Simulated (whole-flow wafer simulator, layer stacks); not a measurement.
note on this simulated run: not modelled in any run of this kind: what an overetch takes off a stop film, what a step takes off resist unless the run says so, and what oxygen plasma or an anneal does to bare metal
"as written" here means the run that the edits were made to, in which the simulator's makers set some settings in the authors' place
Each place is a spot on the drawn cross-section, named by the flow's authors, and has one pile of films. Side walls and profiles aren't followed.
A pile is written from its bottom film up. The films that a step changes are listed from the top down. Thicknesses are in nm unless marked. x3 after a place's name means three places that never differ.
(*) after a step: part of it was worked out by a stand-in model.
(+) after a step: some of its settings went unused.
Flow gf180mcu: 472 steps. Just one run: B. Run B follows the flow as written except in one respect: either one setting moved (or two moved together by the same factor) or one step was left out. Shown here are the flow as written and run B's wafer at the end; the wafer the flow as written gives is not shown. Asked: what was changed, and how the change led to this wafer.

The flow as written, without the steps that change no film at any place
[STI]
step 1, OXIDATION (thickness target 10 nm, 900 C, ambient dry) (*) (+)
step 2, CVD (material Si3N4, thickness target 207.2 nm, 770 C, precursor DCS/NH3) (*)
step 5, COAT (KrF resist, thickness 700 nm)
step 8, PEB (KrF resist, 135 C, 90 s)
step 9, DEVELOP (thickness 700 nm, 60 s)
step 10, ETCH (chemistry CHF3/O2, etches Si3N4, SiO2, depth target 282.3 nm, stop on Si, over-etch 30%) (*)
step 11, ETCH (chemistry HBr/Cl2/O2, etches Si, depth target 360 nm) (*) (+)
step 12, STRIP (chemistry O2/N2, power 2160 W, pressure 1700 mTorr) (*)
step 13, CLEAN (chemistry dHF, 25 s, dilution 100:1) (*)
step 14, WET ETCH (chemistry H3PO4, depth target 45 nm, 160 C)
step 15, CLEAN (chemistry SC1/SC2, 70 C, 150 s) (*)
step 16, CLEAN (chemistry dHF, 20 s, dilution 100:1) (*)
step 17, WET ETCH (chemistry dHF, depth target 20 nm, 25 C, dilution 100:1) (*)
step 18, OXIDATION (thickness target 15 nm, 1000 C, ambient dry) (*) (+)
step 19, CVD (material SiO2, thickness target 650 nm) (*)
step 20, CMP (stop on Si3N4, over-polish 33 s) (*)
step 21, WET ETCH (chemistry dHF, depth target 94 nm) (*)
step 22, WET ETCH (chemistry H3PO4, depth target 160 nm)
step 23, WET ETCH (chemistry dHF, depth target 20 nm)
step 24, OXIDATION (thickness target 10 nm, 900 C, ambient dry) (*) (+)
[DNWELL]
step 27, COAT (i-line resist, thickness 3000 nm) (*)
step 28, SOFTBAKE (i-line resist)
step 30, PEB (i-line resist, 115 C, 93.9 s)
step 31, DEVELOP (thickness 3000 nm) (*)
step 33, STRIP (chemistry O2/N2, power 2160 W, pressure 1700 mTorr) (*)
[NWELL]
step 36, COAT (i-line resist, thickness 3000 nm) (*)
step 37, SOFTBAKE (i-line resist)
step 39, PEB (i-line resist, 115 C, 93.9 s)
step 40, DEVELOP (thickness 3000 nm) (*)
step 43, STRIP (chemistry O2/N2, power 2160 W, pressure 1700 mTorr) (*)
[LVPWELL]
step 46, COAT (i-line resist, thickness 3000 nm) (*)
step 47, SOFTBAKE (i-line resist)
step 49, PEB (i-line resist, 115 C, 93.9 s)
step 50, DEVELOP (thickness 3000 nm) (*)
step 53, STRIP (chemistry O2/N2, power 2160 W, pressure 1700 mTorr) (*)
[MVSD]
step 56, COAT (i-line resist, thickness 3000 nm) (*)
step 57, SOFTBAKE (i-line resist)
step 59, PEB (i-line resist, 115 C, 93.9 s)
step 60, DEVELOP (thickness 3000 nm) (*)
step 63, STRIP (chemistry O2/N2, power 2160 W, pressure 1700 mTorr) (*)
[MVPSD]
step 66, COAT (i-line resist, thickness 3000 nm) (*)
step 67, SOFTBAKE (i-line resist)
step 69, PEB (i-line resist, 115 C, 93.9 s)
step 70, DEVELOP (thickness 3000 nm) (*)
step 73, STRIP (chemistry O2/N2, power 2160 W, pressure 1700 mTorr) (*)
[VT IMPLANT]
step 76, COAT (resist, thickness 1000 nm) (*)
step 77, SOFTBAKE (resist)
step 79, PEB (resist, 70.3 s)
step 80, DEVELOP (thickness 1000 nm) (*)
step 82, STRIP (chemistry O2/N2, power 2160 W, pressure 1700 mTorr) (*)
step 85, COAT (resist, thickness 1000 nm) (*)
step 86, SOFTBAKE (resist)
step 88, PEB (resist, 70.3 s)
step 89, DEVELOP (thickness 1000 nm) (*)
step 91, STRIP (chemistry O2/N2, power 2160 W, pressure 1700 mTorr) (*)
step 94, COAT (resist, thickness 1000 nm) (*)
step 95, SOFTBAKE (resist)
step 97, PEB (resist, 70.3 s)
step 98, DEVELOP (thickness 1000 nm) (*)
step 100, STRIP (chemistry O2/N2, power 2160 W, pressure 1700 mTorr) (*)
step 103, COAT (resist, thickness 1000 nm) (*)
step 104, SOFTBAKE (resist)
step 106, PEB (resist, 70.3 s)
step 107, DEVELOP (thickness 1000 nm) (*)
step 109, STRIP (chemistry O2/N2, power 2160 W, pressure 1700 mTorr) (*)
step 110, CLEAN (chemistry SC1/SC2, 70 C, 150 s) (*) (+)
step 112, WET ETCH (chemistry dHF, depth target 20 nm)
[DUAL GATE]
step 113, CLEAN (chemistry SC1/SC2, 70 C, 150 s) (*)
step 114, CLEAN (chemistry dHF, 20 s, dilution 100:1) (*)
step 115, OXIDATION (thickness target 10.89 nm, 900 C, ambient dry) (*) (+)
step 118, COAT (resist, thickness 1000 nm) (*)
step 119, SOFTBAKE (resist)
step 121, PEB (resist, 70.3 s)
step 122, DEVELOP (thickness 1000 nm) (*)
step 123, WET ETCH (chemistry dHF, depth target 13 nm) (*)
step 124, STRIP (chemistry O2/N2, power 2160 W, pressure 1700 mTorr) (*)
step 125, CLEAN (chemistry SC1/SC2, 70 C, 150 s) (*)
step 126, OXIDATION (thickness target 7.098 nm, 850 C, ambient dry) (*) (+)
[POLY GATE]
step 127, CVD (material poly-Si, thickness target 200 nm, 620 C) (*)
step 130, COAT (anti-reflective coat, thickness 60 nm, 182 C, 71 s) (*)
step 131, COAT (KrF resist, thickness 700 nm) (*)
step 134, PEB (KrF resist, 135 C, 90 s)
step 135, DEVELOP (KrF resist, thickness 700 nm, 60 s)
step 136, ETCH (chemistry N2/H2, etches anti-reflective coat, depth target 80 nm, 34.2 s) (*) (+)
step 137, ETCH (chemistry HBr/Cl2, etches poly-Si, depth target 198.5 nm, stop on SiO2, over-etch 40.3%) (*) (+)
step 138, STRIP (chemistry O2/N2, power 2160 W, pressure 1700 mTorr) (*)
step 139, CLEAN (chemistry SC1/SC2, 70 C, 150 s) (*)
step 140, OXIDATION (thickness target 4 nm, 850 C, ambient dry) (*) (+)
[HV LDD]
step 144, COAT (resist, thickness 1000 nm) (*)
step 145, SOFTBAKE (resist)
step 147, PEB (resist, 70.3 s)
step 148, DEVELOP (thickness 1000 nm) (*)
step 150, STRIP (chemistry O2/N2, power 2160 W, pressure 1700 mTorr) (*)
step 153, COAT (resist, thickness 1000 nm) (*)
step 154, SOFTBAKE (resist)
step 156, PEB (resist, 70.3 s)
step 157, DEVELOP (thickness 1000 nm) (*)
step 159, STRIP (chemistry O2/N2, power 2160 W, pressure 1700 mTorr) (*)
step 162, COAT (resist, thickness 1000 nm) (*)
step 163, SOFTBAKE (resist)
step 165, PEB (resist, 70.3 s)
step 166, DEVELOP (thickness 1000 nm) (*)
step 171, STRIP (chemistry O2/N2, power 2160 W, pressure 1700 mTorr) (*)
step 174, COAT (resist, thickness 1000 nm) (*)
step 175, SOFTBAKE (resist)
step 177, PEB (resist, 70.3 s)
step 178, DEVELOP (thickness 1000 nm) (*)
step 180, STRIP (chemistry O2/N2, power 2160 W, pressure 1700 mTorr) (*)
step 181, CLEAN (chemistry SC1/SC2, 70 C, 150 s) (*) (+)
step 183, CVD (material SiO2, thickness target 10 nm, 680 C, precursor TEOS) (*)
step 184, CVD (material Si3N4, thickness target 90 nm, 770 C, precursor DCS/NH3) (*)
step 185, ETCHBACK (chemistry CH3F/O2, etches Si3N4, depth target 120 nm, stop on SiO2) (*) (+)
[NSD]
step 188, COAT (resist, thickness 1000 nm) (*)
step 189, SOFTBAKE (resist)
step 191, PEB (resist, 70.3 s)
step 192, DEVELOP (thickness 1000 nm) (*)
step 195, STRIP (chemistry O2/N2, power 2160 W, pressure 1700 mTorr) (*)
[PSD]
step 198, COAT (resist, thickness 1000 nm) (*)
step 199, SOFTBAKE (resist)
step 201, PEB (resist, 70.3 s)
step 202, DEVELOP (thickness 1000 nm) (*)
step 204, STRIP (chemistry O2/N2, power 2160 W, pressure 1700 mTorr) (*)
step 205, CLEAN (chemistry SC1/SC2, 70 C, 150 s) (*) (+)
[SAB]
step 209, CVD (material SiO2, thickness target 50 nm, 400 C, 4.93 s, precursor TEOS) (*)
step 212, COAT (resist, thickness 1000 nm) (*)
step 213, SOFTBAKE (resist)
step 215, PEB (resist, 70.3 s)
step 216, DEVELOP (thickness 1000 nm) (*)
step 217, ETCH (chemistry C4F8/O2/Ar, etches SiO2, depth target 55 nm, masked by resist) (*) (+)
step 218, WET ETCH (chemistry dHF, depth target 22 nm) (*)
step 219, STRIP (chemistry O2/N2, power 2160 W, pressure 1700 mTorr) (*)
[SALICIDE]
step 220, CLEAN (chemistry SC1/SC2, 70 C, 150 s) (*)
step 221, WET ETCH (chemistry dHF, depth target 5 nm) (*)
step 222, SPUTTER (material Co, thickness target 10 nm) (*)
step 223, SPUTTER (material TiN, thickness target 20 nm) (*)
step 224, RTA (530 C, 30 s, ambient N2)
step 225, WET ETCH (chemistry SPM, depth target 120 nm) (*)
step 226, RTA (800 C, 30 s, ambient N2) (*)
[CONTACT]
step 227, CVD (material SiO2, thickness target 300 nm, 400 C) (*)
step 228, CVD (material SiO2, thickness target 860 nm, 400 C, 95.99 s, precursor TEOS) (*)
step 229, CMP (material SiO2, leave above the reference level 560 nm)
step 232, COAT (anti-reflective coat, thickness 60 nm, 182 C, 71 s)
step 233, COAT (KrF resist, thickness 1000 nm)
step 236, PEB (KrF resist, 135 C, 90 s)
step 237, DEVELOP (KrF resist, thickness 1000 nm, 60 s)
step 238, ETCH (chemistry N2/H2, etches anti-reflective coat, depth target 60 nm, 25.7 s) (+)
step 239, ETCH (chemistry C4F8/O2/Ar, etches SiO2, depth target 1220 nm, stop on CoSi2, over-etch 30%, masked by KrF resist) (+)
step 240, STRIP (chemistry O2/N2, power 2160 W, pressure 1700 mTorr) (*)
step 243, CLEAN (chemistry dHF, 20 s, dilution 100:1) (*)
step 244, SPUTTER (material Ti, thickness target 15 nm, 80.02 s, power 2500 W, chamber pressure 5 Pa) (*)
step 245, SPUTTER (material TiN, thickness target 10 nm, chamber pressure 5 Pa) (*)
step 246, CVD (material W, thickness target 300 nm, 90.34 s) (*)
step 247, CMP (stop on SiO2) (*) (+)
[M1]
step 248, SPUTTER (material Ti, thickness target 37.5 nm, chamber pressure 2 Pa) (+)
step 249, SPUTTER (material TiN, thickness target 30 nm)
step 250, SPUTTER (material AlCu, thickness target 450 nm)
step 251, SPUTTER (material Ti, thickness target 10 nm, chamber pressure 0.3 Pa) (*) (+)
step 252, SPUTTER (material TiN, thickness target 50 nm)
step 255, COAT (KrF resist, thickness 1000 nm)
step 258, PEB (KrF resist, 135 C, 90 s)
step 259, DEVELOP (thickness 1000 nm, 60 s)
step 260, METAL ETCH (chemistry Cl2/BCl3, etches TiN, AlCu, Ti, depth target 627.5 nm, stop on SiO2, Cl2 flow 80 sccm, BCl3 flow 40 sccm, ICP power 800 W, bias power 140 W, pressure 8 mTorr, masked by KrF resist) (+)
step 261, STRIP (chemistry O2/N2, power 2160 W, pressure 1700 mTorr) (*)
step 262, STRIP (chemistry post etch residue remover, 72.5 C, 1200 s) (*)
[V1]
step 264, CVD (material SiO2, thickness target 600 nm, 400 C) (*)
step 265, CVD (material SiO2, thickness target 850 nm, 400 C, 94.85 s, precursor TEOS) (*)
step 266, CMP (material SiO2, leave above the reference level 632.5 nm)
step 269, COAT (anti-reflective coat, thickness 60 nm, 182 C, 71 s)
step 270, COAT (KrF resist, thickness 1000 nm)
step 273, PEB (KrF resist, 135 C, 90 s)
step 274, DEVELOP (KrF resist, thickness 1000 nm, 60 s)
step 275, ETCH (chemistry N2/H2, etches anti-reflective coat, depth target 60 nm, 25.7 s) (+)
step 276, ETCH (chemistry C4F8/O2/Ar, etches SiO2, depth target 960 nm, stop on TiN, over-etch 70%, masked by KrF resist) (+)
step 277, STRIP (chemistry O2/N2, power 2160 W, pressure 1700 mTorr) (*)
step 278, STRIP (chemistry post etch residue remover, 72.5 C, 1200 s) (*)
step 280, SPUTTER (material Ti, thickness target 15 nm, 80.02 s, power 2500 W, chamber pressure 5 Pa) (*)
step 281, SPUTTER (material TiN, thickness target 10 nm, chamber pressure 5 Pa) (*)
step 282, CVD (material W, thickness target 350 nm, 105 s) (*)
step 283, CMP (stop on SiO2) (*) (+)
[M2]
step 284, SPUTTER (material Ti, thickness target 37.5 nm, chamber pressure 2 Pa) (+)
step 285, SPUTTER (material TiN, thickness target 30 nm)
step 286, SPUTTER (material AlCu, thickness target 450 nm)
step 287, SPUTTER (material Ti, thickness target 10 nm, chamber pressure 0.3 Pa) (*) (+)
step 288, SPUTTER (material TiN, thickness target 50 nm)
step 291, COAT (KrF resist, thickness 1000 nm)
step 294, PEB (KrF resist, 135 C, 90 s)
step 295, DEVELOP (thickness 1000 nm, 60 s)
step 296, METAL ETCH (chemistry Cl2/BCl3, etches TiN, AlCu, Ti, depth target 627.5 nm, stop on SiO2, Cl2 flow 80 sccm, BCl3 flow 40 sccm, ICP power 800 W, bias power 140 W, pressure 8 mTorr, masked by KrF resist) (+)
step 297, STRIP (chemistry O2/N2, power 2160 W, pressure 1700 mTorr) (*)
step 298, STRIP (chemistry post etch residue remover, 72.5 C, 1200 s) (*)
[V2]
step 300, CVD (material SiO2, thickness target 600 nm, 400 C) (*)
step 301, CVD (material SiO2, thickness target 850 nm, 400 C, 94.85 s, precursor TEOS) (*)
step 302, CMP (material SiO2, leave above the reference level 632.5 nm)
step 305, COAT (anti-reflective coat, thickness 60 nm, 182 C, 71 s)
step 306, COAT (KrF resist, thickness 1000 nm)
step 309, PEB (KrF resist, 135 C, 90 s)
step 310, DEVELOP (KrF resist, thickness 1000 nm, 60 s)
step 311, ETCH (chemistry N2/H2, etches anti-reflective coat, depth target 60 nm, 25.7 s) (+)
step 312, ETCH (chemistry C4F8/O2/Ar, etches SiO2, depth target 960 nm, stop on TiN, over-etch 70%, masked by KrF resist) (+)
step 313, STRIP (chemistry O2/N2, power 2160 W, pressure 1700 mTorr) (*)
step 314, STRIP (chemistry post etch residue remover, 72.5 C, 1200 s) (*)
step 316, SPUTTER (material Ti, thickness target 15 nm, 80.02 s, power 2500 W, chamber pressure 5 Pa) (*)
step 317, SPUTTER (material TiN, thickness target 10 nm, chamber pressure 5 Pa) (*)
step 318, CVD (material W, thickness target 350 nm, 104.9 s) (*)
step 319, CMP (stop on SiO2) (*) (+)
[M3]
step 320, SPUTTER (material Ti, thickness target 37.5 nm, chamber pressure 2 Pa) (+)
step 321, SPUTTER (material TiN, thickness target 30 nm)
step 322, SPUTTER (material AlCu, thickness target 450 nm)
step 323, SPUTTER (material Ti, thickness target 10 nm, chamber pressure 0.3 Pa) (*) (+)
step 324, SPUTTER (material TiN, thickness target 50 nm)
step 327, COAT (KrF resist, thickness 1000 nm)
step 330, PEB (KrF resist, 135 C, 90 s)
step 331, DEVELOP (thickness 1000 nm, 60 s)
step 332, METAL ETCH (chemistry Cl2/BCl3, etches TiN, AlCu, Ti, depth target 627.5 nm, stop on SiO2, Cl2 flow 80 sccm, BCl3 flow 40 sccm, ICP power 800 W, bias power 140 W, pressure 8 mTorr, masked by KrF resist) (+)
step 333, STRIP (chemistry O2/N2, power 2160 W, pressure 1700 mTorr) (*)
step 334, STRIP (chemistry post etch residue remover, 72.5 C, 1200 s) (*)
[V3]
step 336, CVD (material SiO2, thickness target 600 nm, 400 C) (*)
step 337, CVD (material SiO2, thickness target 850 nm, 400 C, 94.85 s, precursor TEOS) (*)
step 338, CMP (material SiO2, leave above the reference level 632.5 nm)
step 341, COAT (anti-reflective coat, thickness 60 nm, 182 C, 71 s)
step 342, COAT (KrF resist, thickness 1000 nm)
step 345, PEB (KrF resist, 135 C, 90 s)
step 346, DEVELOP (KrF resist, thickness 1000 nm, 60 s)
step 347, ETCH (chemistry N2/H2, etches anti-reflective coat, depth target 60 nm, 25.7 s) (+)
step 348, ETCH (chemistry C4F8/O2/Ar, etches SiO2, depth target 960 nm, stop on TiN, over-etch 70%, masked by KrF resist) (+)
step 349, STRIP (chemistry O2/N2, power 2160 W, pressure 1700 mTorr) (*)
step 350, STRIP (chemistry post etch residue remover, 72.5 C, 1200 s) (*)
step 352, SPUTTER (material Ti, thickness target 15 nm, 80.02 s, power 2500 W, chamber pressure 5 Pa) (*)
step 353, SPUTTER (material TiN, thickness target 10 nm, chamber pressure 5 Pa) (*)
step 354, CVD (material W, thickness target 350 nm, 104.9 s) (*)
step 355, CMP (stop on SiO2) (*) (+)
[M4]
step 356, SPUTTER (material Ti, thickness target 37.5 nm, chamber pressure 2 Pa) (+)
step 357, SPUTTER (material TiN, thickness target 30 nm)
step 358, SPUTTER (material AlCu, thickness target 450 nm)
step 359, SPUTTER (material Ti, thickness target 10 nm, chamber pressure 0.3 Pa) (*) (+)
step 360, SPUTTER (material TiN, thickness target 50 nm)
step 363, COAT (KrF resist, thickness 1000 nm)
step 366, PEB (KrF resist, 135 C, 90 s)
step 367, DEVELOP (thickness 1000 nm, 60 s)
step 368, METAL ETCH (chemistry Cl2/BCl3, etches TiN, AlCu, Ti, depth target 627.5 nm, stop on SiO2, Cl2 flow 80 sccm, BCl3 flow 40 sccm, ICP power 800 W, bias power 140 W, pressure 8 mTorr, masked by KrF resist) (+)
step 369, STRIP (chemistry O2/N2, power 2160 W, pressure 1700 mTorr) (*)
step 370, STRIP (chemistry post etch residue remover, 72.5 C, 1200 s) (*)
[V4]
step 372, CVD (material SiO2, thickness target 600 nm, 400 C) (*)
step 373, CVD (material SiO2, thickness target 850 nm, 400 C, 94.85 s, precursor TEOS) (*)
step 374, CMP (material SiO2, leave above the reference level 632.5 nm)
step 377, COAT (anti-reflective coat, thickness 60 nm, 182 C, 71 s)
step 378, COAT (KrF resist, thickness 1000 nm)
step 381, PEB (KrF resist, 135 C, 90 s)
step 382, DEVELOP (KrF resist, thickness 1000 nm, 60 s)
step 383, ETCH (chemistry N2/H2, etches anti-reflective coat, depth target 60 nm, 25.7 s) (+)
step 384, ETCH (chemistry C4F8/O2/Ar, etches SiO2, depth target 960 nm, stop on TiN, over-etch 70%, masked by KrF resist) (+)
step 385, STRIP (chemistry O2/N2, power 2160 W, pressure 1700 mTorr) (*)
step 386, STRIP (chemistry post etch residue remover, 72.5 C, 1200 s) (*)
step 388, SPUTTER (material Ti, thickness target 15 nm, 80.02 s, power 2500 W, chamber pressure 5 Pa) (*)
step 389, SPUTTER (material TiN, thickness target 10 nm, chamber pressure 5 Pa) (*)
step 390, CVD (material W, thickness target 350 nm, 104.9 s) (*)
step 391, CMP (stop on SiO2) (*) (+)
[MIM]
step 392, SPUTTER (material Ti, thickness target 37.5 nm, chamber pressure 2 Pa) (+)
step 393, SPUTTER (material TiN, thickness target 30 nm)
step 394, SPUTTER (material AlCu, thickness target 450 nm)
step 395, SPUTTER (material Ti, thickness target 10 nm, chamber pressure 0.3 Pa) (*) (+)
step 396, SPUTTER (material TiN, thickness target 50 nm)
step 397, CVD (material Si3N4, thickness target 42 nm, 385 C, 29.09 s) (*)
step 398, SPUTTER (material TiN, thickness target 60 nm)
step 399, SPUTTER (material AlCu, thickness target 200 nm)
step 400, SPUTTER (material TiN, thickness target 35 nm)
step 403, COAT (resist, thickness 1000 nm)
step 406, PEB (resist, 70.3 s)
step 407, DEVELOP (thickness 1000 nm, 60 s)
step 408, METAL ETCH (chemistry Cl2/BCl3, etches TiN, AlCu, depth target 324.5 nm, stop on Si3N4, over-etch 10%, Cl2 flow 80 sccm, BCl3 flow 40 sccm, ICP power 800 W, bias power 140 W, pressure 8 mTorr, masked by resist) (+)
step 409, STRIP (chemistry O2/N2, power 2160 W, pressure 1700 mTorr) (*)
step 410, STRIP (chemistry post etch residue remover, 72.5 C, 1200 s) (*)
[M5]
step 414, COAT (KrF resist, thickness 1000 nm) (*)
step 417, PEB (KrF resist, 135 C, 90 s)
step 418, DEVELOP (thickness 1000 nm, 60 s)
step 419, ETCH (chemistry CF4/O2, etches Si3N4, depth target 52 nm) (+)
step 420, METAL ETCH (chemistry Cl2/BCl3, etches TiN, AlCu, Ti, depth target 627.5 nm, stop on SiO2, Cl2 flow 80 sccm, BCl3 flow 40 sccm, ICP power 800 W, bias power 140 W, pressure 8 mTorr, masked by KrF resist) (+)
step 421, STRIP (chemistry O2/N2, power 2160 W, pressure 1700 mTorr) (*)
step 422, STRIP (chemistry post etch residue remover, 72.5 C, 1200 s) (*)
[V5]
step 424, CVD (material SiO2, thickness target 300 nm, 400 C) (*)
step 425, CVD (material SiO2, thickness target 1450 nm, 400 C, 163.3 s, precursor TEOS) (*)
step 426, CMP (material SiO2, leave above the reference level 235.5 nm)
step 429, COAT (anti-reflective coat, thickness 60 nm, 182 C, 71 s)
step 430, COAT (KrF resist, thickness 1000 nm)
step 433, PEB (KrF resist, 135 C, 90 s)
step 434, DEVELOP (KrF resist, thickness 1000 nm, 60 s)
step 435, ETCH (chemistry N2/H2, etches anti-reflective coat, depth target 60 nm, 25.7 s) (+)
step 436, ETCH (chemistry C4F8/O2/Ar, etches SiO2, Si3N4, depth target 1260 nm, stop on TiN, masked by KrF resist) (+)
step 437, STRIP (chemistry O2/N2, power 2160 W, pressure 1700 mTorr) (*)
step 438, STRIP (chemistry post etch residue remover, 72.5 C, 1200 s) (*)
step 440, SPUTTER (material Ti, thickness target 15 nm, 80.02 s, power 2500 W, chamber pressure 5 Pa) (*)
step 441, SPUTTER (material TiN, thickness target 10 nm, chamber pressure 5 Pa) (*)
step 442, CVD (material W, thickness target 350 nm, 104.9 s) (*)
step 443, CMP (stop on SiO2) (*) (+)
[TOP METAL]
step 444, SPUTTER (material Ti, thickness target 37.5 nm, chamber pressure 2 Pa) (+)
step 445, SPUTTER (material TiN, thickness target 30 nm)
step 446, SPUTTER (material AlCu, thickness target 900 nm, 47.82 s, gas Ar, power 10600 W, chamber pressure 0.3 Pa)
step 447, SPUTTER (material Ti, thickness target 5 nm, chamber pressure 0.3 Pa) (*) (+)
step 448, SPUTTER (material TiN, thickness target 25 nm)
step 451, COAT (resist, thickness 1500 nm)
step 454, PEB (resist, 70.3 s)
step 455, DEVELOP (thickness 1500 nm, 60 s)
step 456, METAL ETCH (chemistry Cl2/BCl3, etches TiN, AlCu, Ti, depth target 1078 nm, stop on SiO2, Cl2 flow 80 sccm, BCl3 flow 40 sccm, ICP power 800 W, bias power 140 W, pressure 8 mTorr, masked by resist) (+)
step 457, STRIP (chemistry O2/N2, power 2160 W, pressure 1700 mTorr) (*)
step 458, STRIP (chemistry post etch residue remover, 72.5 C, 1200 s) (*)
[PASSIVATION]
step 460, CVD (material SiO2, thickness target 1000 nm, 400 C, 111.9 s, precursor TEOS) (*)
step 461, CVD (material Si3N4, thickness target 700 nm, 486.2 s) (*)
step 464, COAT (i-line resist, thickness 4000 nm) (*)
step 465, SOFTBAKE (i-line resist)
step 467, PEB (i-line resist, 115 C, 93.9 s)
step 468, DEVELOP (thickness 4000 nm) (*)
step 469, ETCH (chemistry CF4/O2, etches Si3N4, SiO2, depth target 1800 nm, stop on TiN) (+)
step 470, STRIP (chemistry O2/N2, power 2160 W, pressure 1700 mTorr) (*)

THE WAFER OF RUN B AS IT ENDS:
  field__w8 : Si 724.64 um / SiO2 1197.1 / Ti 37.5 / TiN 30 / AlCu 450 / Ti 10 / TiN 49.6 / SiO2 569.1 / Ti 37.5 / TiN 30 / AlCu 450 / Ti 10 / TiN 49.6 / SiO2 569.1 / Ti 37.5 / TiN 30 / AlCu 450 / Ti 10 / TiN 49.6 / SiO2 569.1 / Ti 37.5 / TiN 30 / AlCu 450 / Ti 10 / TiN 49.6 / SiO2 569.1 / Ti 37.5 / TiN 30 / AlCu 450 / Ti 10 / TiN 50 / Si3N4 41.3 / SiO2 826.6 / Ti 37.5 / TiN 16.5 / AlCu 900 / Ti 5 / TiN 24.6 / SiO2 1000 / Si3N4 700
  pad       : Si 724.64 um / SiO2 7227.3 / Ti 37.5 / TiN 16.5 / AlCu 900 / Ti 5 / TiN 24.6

Cause: step 445, SPUTTER: thickness target 16.5 nm was run, while the flow as written has thickness target 30 nm.
The wafer lets one read it off: field__w8 has TiN 16.5, and step 445 as written asks for 30 nm.

How this came from the change, step by step:
  step 445, SPUTTER (material TiN, thickness target 30 nm)
      field, field__w1, field__w2 and 109 more: TiN gains 16.5 (new film) (as written it would have been: TiN gains 30 (new film))
  step 456, METAL ETCH (chemistry Cl2/BCl3, etches TiN, AlCu, Ti, depth target 1078 nm, stop on SiO2, Cl2 flow 80 sccm, BCl3 flow 40 sccm, ICP power 800 W, bias power 140 W, pressure 8 mTorr, masked by resist) (+)
      field, field__w1, field__w2 and 103 more: TiN loses 25 (all of it), Ti loses 5 (all of it), AlCu loses 900 (all of it), TiN loses 16.5 (all of it), Ti loses 37.5 (all of it) (as written it would have been: TiN loses 25 (all of it), Ti loses 5 (all of it), AlCu loses 900 (all of it), TiN loses 30 (all of it), Ti loses 37.5 (all of it))
  step 465, SOFTBAKE (i-line resist)
      field__w2, field_sub__w4: i-line resist gains 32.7 (as written it would have been: i-line resist gains 33.4)
      field__w11, field__w13: i-line resist gains 36.8 (as written it would have been: i-line resist gains 37.6)
      (also at 20 further places)
